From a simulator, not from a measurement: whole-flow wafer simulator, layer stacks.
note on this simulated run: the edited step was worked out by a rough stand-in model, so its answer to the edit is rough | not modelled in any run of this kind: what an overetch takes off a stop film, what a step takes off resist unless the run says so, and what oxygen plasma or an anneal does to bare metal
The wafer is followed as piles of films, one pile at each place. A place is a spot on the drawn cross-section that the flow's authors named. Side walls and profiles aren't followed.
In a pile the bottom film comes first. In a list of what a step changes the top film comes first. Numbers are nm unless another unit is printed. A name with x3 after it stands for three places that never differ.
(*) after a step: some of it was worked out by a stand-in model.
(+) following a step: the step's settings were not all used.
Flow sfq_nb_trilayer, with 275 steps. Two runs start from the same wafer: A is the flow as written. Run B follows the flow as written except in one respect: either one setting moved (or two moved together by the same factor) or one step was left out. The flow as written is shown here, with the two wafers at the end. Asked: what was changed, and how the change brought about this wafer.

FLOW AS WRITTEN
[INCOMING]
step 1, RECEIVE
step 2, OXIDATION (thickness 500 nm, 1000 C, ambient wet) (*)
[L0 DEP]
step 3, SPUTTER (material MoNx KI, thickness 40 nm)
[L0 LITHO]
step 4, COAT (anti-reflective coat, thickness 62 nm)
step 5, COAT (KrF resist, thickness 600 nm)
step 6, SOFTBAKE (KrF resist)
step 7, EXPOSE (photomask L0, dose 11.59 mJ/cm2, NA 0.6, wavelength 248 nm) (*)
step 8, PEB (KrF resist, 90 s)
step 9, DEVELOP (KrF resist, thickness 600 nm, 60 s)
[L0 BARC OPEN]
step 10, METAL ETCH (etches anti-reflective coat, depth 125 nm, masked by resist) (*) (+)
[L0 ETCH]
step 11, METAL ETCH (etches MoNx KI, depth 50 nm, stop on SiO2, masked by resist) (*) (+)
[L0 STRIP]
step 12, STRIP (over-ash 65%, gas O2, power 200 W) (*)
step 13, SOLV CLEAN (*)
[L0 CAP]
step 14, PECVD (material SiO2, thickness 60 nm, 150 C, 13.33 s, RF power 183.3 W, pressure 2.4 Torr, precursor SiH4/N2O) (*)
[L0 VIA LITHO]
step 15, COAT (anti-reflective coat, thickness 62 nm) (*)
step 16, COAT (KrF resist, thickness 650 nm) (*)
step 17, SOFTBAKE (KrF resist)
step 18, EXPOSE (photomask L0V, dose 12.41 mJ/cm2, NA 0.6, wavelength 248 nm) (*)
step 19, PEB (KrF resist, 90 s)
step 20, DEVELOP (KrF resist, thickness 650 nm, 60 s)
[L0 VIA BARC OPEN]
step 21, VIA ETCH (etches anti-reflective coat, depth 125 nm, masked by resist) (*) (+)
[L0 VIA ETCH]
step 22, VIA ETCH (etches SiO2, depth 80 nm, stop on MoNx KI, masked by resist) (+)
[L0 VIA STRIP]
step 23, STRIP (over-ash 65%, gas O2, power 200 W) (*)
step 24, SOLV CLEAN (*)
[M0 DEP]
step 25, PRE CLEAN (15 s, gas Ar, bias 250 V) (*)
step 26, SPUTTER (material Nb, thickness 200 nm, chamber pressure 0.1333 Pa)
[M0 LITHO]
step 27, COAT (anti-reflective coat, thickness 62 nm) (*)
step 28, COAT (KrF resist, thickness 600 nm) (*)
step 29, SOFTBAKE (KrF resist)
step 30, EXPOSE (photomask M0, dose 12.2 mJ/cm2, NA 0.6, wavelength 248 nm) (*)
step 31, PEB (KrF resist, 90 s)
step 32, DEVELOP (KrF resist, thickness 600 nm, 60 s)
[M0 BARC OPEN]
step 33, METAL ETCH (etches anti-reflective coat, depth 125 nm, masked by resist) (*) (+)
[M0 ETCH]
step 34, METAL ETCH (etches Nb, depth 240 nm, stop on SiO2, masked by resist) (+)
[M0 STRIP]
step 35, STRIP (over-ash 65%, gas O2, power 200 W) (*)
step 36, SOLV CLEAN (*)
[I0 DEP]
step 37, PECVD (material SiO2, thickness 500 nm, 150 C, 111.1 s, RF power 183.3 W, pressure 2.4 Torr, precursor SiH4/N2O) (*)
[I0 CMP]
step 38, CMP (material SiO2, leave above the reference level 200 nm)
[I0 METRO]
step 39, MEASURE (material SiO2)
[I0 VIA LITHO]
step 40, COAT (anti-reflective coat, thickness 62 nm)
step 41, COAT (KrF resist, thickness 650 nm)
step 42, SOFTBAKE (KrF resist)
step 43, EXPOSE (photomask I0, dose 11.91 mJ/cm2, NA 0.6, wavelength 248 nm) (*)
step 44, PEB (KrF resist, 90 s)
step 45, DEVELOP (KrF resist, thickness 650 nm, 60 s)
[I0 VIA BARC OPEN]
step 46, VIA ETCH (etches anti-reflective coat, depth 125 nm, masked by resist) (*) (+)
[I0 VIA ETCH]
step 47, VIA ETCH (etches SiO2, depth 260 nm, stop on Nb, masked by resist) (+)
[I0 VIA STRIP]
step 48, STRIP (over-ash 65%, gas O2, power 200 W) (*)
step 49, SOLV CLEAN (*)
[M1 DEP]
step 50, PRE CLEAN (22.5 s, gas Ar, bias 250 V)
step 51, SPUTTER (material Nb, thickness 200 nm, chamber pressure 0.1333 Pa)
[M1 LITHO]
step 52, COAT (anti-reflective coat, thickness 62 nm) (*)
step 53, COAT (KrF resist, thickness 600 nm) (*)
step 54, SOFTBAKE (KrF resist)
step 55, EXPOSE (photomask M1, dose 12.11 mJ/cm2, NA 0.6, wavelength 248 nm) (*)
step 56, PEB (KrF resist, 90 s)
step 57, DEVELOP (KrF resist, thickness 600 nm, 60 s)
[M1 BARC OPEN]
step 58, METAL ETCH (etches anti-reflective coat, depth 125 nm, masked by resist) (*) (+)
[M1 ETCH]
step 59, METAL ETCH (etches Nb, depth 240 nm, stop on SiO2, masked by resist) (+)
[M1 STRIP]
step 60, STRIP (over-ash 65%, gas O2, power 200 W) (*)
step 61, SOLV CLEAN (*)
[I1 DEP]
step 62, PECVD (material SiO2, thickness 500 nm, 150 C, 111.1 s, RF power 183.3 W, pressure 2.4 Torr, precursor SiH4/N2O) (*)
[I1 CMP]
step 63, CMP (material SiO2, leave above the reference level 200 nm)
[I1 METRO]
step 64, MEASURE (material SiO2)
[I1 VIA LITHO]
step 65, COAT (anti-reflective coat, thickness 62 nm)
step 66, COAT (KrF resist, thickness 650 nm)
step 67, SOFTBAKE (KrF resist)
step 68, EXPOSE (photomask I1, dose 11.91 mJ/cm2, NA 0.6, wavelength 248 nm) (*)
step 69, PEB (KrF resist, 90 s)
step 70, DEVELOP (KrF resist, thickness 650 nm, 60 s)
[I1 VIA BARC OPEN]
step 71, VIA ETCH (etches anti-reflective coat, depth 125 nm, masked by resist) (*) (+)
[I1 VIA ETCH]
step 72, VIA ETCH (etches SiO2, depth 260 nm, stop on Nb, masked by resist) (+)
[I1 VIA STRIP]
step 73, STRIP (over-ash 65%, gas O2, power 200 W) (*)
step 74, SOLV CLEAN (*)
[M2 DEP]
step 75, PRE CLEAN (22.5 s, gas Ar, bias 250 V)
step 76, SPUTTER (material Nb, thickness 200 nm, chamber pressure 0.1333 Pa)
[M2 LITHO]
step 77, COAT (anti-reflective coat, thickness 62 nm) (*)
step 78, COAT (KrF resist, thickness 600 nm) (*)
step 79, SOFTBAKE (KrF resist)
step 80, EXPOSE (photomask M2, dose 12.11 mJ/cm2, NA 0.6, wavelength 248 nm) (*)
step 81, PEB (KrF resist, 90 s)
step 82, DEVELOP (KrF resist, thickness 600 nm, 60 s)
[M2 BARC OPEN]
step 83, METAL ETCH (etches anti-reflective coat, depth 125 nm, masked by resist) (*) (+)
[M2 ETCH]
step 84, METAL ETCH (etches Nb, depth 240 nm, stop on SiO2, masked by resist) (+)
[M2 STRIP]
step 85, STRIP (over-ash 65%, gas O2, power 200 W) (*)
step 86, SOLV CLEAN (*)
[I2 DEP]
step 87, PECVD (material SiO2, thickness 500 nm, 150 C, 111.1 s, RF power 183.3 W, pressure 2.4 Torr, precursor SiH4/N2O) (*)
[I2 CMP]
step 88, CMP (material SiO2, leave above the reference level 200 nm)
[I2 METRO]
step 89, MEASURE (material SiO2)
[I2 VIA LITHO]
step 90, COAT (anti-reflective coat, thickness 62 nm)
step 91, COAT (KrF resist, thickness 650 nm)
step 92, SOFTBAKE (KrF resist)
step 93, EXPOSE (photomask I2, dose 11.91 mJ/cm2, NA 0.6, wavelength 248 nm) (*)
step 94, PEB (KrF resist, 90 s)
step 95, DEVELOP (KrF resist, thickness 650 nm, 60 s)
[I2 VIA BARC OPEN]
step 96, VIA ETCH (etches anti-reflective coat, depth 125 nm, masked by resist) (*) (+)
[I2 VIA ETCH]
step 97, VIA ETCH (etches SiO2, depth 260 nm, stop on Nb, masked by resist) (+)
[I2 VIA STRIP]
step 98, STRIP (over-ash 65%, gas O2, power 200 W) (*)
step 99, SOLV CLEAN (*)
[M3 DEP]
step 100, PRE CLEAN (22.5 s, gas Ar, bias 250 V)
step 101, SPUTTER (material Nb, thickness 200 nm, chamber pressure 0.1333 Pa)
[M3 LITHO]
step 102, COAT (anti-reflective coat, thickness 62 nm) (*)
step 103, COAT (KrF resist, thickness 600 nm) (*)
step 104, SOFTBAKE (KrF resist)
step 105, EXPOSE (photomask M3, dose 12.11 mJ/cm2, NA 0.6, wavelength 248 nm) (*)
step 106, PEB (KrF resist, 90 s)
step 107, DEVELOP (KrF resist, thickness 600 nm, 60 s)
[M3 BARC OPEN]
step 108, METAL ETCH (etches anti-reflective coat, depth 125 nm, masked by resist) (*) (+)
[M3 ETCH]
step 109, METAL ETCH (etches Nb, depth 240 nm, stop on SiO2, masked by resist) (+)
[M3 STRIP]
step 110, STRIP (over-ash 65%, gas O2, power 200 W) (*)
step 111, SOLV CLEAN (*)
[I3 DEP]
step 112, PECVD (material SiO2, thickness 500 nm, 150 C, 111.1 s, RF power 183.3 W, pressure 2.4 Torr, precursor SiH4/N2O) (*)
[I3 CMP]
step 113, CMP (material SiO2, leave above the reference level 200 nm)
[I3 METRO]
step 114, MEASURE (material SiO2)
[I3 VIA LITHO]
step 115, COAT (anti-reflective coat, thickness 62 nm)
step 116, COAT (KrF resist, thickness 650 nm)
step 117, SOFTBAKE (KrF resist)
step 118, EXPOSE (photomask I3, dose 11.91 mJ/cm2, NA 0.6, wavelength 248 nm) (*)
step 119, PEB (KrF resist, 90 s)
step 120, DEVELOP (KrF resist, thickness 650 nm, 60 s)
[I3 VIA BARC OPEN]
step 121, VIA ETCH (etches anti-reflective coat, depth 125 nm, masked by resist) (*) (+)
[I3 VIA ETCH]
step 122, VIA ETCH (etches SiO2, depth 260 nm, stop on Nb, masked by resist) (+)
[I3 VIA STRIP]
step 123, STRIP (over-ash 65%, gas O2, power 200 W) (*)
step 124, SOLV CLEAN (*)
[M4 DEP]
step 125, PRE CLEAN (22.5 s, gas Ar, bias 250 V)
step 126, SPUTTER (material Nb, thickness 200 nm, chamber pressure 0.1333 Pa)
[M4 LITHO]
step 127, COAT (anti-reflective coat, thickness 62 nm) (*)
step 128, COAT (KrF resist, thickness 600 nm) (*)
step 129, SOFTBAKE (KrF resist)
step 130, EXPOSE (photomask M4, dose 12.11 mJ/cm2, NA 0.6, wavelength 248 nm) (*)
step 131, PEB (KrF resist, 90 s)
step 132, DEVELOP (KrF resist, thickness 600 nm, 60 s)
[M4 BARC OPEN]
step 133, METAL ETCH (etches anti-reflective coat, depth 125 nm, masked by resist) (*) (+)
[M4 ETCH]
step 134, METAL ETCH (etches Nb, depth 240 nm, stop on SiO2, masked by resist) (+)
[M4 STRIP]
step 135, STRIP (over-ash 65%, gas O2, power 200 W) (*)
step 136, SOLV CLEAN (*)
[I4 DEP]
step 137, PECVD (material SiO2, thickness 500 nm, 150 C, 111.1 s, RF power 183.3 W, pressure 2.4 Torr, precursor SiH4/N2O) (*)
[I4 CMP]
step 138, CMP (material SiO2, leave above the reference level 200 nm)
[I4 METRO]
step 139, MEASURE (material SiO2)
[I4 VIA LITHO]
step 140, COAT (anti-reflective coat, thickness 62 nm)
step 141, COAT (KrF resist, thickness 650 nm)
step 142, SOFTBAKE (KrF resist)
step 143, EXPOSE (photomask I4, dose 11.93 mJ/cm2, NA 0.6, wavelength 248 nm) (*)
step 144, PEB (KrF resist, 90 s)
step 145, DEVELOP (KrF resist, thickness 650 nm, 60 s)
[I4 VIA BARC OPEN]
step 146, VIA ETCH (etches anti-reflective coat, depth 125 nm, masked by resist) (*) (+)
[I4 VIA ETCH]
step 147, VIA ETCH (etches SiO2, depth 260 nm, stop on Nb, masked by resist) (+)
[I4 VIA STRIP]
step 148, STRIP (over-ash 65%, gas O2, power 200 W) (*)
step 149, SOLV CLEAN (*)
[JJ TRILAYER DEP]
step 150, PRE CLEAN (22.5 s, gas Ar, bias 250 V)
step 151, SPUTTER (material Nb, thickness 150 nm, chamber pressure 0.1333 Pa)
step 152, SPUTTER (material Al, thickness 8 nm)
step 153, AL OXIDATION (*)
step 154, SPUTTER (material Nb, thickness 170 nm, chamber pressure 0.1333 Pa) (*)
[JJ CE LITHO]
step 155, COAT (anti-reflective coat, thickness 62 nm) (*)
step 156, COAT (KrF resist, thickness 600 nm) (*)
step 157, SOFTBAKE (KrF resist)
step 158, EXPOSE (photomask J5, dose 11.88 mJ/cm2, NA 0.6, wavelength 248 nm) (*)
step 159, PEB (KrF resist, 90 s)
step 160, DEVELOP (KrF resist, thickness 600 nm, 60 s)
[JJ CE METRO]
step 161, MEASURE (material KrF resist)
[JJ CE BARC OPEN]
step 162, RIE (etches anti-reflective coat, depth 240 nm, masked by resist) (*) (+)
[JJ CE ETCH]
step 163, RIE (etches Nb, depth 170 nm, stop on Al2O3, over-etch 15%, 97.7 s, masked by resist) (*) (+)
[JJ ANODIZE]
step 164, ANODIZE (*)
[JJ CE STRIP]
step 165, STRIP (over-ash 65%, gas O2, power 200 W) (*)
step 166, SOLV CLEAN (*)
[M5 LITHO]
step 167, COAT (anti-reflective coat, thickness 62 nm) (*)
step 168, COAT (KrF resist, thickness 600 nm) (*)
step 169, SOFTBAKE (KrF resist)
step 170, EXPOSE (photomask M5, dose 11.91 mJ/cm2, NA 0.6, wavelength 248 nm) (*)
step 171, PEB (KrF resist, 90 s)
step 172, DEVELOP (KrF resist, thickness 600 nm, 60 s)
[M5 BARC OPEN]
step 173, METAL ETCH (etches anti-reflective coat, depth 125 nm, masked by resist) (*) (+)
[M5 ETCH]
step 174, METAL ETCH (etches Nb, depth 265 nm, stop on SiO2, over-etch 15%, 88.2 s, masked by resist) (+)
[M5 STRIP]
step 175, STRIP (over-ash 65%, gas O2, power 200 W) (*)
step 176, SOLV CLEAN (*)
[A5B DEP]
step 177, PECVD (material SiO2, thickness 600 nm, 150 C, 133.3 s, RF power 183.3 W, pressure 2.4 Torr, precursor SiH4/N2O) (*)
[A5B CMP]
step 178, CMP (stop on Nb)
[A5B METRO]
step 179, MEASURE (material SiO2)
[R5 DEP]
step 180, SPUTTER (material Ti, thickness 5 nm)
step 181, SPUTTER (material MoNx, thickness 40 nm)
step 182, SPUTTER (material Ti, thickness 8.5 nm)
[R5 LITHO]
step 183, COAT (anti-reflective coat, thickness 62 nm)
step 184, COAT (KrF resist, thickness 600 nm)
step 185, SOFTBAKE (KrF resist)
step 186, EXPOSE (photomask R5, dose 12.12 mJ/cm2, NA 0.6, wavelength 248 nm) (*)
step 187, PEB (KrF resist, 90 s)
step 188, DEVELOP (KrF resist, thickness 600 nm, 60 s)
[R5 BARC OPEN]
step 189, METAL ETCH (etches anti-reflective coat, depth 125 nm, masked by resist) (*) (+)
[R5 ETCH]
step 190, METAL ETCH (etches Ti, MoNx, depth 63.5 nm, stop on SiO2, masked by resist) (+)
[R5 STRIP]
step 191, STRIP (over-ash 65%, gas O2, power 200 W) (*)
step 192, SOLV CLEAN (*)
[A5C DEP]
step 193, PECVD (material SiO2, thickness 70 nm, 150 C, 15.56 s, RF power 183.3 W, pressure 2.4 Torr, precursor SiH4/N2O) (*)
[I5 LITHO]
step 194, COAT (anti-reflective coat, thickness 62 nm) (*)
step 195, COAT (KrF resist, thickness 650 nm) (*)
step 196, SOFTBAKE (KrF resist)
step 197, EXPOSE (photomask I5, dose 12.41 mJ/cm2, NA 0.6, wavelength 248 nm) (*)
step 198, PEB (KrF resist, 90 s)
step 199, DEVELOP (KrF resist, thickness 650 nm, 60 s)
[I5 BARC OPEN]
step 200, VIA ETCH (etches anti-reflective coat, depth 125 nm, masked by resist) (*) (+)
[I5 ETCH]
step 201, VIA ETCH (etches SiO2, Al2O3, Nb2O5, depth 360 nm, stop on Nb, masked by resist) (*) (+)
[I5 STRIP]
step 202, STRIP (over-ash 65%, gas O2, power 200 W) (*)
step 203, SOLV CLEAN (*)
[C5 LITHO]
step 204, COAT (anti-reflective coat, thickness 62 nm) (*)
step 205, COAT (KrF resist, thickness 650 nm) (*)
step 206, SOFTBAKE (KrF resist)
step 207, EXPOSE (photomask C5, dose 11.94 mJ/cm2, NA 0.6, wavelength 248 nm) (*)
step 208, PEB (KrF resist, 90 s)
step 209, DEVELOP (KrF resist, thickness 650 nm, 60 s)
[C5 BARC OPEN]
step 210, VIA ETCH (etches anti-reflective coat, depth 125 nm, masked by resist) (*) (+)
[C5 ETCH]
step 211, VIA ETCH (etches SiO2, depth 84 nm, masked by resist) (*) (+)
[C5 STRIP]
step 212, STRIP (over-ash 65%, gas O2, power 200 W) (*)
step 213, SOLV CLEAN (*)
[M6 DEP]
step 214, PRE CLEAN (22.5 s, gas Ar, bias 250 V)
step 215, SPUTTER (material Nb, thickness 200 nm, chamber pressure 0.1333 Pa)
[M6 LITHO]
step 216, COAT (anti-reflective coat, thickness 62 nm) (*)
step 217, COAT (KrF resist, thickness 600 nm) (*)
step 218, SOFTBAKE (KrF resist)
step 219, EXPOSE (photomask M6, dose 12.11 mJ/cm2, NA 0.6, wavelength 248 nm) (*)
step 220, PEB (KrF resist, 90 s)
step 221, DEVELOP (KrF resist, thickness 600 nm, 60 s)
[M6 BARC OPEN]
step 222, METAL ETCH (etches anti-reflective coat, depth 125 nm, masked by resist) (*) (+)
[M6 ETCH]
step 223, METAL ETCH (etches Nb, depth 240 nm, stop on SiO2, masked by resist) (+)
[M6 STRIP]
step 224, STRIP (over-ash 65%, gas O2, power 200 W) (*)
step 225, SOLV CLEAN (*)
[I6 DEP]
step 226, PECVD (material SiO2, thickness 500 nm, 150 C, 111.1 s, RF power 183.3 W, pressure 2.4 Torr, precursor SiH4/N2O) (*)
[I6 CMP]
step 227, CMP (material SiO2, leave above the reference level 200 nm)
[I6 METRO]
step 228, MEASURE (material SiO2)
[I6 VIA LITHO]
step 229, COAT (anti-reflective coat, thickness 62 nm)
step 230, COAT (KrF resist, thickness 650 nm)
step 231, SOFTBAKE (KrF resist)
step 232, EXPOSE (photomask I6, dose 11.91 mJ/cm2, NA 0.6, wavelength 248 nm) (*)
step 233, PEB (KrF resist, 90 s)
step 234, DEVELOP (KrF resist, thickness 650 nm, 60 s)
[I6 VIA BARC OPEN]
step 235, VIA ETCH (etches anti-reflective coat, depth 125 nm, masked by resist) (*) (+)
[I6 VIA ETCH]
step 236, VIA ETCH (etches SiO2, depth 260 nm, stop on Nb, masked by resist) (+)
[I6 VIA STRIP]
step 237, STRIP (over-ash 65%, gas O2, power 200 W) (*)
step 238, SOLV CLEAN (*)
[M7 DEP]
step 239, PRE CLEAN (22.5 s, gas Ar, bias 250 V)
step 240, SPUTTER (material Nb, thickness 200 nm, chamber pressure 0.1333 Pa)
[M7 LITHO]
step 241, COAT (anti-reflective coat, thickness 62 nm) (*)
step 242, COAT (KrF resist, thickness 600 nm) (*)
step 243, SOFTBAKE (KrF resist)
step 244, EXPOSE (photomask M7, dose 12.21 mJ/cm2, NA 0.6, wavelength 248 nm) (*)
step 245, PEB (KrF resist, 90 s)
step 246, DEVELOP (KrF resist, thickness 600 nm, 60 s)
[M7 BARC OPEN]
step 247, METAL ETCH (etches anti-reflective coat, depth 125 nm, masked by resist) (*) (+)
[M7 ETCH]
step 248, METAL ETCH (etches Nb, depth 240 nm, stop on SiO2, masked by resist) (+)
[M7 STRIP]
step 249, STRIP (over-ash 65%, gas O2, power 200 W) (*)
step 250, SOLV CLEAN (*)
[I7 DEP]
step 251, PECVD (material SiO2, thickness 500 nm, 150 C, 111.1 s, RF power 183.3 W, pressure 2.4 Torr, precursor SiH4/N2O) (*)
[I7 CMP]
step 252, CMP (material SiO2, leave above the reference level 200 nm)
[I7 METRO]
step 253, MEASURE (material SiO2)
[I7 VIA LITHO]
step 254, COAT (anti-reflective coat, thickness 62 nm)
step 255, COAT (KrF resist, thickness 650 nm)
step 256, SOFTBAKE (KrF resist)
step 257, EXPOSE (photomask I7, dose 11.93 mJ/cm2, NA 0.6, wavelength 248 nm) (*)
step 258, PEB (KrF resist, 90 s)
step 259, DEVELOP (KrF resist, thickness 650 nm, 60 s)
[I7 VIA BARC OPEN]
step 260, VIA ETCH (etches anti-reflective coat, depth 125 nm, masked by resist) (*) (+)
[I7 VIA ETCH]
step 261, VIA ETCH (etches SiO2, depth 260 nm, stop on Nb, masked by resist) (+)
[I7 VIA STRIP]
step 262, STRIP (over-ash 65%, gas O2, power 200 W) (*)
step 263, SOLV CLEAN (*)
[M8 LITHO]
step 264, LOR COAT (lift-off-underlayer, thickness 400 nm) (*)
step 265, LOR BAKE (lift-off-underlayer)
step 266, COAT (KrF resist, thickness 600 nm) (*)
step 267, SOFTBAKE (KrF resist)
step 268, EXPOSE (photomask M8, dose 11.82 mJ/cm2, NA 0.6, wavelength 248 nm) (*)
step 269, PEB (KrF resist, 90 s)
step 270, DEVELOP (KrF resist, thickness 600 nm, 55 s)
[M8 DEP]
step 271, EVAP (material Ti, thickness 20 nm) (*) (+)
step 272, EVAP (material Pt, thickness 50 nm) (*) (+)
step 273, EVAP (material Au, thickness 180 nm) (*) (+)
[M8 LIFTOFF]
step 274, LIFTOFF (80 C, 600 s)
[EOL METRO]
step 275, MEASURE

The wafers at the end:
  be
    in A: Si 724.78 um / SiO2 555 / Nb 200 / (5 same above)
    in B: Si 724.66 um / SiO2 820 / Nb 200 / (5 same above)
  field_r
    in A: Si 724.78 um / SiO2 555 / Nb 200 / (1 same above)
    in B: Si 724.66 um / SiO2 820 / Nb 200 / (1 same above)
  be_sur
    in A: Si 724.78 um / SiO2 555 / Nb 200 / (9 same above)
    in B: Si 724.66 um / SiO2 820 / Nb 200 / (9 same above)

The reason: step 2, OXIDATION: thickness 765 nm was run, while the flow as written has thickness 500 nm.

How this came from the change, step by step:
  step 2, OXIDATION (thickness 500 nm, 1000 C, ambient wet) (*)
      field_l, v_sur, via_wl and 103 more: A +500 SiO2 (new film), -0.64 chemical SiO2 (all of it), -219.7 Si | B +765 SiO2 (new film), -0.64 chemical SiO2 (all of it), -336.3 Si
